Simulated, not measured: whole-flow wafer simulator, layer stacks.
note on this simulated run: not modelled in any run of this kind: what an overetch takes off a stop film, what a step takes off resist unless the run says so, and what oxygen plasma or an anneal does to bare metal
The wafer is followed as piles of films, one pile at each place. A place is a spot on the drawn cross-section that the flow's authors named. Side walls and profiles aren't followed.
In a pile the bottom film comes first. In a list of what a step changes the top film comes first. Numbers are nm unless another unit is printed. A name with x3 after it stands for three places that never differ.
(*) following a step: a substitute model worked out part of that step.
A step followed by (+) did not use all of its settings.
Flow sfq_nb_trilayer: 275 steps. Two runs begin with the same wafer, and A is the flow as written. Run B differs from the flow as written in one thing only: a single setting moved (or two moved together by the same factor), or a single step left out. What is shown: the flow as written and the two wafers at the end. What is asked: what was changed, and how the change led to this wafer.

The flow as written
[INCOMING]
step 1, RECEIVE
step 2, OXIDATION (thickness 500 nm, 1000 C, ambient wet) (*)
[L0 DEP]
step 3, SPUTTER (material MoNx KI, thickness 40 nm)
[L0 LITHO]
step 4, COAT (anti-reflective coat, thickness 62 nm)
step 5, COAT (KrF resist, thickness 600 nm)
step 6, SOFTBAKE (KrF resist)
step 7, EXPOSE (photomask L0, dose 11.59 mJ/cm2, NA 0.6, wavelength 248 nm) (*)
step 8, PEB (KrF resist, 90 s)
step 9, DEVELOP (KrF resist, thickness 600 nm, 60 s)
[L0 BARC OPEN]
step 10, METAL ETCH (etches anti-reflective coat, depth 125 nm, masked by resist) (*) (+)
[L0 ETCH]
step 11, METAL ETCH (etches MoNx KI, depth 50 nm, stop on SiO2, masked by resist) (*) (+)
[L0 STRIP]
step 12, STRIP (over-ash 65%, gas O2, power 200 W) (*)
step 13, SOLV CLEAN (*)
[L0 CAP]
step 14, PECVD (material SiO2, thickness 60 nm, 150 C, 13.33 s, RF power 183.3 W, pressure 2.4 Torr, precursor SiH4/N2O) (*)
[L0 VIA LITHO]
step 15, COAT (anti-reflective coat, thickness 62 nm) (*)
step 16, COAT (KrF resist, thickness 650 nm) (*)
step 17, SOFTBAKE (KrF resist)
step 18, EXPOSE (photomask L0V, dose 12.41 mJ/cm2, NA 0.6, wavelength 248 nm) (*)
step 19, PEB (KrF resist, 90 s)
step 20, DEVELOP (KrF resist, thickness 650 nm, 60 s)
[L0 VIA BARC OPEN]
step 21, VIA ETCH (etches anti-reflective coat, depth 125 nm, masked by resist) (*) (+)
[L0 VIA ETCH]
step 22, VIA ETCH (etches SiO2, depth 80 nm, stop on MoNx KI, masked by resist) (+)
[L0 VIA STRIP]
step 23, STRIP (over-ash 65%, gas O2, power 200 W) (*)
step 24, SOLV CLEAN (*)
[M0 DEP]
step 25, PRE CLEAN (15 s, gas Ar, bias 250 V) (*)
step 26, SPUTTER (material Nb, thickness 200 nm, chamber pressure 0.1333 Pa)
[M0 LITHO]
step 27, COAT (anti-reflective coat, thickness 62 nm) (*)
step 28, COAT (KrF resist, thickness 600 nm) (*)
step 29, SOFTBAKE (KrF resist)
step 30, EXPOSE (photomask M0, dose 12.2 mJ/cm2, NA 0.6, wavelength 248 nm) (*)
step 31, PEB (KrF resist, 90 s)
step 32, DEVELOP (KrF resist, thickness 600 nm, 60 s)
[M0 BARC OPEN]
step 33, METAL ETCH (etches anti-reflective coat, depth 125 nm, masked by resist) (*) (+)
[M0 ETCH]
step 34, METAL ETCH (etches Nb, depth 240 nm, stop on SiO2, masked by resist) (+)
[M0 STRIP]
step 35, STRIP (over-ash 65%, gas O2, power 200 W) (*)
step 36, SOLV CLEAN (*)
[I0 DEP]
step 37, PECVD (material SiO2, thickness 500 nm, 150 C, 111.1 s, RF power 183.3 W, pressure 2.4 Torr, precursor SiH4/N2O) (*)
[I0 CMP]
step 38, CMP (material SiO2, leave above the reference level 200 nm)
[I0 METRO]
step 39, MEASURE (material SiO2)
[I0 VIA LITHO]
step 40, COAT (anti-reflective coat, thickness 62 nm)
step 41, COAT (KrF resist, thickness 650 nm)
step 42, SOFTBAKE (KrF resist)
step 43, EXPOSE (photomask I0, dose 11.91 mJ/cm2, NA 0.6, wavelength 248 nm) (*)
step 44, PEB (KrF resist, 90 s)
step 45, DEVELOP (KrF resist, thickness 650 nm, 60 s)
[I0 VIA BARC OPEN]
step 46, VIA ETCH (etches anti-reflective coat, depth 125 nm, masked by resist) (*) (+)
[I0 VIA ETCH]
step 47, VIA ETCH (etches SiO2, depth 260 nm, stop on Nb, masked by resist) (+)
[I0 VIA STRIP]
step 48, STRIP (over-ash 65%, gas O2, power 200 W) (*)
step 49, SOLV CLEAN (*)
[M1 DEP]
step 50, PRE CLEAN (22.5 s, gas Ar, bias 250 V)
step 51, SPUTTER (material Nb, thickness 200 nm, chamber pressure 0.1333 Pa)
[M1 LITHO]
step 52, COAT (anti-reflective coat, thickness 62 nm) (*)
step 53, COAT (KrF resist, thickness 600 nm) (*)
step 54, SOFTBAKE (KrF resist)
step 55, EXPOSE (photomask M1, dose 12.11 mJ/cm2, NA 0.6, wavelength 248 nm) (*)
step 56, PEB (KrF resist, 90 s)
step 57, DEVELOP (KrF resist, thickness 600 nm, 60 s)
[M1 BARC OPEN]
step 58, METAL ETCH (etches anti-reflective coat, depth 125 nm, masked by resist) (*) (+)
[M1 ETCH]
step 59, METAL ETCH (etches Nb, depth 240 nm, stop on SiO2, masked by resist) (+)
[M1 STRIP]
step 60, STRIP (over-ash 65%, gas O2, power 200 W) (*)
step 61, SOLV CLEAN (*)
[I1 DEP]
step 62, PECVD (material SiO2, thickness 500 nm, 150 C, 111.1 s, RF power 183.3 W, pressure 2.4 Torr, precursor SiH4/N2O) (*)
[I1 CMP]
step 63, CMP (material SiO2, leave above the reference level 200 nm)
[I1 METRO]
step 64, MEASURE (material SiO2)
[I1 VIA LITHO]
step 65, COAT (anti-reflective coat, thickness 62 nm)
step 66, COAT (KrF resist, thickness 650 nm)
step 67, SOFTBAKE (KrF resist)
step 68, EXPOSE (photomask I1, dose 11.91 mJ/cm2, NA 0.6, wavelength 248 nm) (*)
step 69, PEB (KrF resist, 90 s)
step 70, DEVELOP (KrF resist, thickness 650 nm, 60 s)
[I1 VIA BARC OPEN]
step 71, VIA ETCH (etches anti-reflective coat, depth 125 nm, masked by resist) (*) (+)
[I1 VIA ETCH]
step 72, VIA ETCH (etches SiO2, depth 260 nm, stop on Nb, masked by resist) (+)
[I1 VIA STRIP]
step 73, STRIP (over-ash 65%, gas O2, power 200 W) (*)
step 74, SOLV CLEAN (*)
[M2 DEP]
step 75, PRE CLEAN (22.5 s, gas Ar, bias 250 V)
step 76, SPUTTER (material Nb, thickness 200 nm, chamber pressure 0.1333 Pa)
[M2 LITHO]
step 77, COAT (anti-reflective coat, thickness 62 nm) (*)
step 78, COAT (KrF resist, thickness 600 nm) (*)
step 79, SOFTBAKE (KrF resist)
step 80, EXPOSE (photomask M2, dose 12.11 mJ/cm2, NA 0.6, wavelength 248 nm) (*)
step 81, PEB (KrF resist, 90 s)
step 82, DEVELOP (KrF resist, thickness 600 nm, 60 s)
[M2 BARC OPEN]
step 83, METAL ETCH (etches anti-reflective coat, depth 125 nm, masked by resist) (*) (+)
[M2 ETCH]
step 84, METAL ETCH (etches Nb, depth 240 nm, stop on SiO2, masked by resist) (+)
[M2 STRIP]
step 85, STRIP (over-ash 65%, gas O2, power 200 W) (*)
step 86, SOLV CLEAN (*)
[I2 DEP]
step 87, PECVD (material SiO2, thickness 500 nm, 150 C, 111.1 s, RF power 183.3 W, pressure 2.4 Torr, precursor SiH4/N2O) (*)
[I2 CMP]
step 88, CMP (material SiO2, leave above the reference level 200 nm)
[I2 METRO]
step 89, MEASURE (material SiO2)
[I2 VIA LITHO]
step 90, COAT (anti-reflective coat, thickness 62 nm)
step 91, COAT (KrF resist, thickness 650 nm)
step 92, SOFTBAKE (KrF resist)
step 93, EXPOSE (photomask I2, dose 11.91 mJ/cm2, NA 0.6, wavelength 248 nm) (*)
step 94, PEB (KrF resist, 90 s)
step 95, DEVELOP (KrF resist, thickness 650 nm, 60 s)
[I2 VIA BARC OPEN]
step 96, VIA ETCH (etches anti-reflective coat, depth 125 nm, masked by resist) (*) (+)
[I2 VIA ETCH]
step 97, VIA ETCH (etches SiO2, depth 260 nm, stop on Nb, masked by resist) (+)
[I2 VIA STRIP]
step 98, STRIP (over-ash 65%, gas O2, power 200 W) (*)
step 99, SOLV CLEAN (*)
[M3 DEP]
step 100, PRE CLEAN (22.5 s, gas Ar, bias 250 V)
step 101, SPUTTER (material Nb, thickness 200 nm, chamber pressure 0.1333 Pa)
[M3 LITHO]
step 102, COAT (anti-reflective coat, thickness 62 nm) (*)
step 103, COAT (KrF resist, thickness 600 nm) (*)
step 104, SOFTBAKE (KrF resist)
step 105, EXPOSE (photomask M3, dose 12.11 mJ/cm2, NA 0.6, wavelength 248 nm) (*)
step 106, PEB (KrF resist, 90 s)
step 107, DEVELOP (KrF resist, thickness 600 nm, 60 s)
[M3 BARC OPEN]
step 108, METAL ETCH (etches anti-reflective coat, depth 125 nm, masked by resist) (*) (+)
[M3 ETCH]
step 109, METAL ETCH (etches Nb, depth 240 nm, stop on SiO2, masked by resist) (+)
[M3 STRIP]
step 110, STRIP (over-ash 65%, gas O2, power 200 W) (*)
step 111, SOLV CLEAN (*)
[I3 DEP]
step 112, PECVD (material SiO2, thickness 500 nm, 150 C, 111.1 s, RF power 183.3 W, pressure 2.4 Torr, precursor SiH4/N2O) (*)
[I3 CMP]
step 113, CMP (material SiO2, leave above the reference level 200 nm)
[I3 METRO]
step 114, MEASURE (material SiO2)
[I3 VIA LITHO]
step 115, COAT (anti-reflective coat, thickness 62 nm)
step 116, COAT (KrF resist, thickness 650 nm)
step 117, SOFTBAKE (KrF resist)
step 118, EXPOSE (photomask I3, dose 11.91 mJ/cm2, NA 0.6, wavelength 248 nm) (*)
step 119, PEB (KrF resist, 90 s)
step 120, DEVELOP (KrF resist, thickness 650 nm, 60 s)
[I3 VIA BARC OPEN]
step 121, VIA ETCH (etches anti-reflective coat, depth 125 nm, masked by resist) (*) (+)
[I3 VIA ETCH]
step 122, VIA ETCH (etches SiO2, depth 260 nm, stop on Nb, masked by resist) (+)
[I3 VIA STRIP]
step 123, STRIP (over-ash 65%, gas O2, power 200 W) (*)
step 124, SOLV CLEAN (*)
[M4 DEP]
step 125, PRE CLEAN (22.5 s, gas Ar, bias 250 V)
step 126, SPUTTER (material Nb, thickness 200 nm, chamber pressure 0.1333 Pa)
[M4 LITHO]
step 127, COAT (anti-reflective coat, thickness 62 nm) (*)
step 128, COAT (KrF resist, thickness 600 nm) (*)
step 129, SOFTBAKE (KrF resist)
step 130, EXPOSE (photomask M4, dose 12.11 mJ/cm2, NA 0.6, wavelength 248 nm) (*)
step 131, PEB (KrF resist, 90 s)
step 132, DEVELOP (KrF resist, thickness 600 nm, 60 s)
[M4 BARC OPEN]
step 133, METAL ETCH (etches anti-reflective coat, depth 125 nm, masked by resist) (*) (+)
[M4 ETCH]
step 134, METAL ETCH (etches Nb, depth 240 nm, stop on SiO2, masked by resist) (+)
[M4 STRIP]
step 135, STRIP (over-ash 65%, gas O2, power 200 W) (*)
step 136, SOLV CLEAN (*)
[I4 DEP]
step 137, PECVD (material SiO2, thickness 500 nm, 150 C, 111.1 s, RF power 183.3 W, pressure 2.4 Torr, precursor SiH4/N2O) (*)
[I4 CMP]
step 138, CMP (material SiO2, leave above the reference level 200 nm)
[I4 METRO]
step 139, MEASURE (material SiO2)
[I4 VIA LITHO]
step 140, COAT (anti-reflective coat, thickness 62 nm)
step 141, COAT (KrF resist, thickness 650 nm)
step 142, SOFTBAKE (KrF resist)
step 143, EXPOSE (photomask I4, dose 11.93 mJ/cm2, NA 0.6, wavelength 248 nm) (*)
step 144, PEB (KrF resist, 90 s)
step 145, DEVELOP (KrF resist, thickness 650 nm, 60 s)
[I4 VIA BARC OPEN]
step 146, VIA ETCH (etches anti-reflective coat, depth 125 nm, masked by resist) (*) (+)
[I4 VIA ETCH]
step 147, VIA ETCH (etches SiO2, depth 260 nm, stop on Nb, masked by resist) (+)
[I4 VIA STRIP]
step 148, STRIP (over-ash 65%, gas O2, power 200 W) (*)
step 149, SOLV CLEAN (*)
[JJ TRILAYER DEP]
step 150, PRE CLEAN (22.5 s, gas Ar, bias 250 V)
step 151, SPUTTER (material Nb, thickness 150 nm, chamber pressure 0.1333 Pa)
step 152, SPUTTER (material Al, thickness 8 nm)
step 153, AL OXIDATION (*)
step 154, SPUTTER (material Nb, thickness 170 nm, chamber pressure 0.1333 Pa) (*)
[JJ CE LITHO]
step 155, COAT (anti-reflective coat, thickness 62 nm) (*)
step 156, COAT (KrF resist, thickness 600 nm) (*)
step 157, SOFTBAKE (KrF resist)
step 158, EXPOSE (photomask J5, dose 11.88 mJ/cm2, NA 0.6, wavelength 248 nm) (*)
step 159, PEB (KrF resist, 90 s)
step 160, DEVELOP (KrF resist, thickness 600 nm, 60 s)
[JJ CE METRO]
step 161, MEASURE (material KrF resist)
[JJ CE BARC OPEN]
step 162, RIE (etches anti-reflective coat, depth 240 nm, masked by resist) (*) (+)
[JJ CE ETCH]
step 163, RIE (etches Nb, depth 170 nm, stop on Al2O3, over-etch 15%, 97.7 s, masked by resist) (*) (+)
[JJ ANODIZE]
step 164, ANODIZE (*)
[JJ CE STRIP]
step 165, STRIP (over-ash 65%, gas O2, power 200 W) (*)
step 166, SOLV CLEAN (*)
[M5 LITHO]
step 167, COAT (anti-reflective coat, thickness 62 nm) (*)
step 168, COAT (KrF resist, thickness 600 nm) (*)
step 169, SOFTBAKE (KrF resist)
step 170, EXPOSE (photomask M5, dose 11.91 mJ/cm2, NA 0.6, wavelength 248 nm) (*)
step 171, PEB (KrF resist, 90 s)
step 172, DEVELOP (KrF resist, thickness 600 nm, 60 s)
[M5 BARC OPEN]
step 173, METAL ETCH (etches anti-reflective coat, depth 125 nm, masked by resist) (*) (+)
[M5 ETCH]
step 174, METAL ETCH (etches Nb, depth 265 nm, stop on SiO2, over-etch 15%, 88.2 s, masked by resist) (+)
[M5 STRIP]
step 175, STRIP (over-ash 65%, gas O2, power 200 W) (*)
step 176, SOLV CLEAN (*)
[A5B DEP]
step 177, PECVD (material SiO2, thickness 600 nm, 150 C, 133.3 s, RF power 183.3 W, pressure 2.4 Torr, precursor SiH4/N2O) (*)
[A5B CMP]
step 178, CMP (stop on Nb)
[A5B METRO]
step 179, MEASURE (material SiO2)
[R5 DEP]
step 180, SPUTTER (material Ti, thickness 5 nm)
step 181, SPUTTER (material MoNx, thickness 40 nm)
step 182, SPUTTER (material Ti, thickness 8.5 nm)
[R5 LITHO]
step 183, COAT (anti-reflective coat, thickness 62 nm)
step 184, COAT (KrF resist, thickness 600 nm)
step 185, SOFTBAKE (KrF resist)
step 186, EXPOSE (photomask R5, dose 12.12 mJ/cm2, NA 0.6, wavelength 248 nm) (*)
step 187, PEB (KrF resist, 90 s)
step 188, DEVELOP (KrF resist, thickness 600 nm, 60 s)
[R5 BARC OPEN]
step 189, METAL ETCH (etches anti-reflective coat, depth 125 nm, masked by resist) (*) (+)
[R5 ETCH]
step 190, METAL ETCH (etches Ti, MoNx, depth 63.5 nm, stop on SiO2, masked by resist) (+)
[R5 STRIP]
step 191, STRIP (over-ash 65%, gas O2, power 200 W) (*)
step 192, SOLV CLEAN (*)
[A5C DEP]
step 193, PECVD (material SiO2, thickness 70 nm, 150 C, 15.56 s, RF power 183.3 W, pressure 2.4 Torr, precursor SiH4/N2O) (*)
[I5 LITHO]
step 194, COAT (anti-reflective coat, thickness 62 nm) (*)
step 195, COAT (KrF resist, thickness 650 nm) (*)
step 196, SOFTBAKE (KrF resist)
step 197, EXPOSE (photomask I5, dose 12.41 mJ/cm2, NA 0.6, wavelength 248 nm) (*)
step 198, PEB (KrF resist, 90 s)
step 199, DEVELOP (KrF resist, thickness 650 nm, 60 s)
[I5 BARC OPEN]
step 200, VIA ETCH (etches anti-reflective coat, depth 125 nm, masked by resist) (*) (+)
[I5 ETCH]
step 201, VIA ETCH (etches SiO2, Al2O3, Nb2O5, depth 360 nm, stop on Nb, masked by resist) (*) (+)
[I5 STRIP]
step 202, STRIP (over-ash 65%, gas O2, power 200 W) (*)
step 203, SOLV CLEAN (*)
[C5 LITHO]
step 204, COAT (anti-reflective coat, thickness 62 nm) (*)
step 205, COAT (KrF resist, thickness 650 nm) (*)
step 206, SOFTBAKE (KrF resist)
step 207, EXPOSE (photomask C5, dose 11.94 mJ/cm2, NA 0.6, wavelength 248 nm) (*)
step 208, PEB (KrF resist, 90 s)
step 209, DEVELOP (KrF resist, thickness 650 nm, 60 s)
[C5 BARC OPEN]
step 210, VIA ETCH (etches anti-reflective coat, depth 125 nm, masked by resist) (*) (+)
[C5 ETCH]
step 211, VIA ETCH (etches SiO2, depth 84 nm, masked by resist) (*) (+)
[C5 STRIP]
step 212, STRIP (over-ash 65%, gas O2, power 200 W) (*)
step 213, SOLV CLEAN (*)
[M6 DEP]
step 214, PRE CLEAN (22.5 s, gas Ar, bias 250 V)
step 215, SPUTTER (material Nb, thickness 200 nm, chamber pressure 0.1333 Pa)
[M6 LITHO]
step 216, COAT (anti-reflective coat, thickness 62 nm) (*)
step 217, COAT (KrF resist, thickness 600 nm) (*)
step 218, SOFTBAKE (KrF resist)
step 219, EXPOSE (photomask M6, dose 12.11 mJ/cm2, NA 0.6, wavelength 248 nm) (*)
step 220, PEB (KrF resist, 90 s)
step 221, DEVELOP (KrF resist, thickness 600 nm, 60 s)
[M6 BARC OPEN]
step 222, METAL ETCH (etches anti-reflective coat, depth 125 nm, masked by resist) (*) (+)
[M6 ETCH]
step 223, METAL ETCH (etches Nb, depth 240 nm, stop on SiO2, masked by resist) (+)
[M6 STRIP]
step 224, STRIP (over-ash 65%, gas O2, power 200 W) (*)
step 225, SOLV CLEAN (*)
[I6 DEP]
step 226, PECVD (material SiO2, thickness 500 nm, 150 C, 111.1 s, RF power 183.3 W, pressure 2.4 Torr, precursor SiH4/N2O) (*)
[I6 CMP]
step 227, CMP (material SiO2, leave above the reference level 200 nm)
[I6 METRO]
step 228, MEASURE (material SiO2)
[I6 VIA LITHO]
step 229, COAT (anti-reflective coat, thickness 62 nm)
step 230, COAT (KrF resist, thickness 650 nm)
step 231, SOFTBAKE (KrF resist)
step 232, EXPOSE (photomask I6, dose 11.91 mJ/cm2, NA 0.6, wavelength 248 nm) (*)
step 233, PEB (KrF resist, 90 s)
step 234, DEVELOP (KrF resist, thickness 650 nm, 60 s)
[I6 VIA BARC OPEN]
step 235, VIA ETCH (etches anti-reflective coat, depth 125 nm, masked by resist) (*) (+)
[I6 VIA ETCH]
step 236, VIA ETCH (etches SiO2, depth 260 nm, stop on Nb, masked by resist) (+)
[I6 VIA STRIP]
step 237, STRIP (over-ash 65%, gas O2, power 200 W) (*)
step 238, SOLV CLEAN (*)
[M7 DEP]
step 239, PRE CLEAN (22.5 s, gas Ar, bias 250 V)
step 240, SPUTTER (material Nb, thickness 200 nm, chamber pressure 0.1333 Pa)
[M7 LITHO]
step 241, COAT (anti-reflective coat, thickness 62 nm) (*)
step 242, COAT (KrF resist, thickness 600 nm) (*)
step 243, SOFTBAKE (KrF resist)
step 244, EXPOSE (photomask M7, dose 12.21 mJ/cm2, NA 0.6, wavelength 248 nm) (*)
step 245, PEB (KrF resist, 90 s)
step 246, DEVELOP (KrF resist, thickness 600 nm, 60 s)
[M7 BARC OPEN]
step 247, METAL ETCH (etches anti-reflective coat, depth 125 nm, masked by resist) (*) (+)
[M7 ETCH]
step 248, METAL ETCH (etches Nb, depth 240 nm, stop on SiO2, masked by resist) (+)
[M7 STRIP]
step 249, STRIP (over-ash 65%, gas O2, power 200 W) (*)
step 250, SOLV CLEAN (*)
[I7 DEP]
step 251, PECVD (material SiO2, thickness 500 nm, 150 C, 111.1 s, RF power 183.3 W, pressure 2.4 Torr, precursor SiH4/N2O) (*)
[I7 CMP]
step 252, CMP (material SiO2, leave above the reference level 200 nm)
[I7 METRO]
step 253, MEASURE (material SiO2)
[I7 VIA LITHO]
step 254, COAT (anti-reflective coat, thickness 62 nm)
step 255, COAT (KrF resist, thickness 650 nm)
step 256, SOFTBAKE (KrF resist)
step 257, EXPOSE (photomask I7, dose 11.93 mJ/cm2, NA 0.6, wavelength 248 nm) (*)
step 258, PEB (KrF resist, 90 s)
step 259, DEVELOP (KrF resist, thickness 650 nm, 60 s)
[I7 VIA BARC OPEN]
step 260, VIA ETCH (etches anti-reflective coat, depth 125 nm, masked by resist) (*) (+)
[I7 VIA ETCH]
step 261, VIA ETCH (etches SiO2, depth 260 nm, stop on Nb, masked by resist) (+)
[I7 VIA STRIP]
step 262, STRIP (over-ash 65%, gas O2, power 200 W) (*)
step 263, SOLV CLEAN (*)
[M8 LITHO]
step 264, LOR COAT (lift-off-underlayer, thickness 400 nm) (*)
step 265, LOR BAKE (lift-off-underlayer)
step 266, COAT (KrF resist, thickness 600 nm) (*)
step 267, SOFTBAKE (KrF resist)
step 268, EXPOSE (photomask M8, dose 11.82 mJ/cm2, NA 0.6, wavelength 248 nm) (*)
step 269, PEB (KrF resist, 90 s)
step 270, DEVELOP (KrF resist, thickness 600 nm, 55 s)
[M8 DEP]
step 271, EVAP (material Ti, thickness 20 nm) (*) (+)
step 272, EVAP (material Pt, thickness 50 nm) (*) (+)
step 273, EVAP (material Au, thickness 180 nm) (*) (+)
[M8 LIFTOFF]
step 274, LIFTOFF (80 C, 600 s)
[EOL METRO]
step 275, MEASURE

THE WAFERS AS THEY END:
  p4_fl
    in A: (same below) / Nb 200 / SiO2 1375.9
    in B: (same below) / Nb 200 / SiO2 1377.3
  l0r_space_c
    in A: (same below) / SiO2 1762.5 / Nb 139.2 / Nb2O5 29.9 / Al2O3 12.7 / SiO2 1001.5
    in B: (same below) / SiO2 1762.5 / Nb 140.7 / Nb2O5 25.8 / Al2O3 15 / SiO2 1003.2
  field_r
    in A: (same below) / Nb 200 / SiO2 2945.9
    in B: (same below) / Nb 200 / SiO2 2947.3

The reason: step 152, SPUTTER: thickness 9.4 nm was run, whereas the flow has thickness 8 nm.

How this came from the change, step by step:
  step 152, SPUTTER (material Al, thickness 8 nm)
      field_l, v_sur, via_sp and 100 more: A +8 Al (new film) | B +9.4 Al (new film)
      via_wl, via_wr: A +5.14 Al (new film) | B +6.04 Al (new film)
      (also at 1 further place)
  step 164, ANODIZE (*)
      field_l, v_sur, via_sp and 96 more: A +12.2 Al2O3, +29.9 Nb2O5 (new film), -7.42 Al (all of it), -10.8 Nb | B +14.6 Al2O3, +25.8 Nb2O5 (new film), -8.82 Al (all of it), -9.29 Nb
      via_wl, via_wr: A +7.52 Al2O3 (new film), +39.2 Nb2O5 (new film), -4.56 Al (all of it), -14.1 Nb | B +9 Al2O3 (new film), +36.5 Nb2O5 (new film), -5.46 Al (all of it), -13.1 Nb
      (also at 1 further place)
  step 167, COAT (anti-reflective coat, thickness 62 nm) (*)
      ce_r: A +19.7 anti-reflective coat (new film) | B +18.3 anti-reflective coat (new film)
  step 174, METAL ETCH (etches Nb, depth 265 nm, stop on SiO2, over-etch 15%, 88.2 s, masked by resist) (+)
      field_l, r_sur, res and 50 more: A -12.6 Al2O3 (all of it), -29.9 Nb2O5 (all of it), -139.2 Nb (all of it), -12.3 SiO2 | B -14.9 Al2O3 (all of it), -25.8 Nb2O5 (all of it), -140.7 Nb (all of it), -12.3 SiO2
  step 175, STRIP (over-ash 65%, gas O2, power 200 W) (*)
      ce_r: A -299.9 KrF resist (all of it), -19.7 anti-reflective coat (all of it) | B -299.8 KrF resist (all of it), -18.3 anti-reflective coat (all of it)
  step 201, VIA ETCH (etches SiO2, Al2O3, Nb2O5, depth 360 nm, stop on Nb, masked by resist) (*) (+)
      be: A -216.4 SiO2 (all of it), -12.7 Al2O3 (all of it), -29.9 Nb2O5 (all of it) | B -218.1 SiO2 (all of it), -15 Al2O3 (all of it), -25.8 Nb2O5 (all of it)
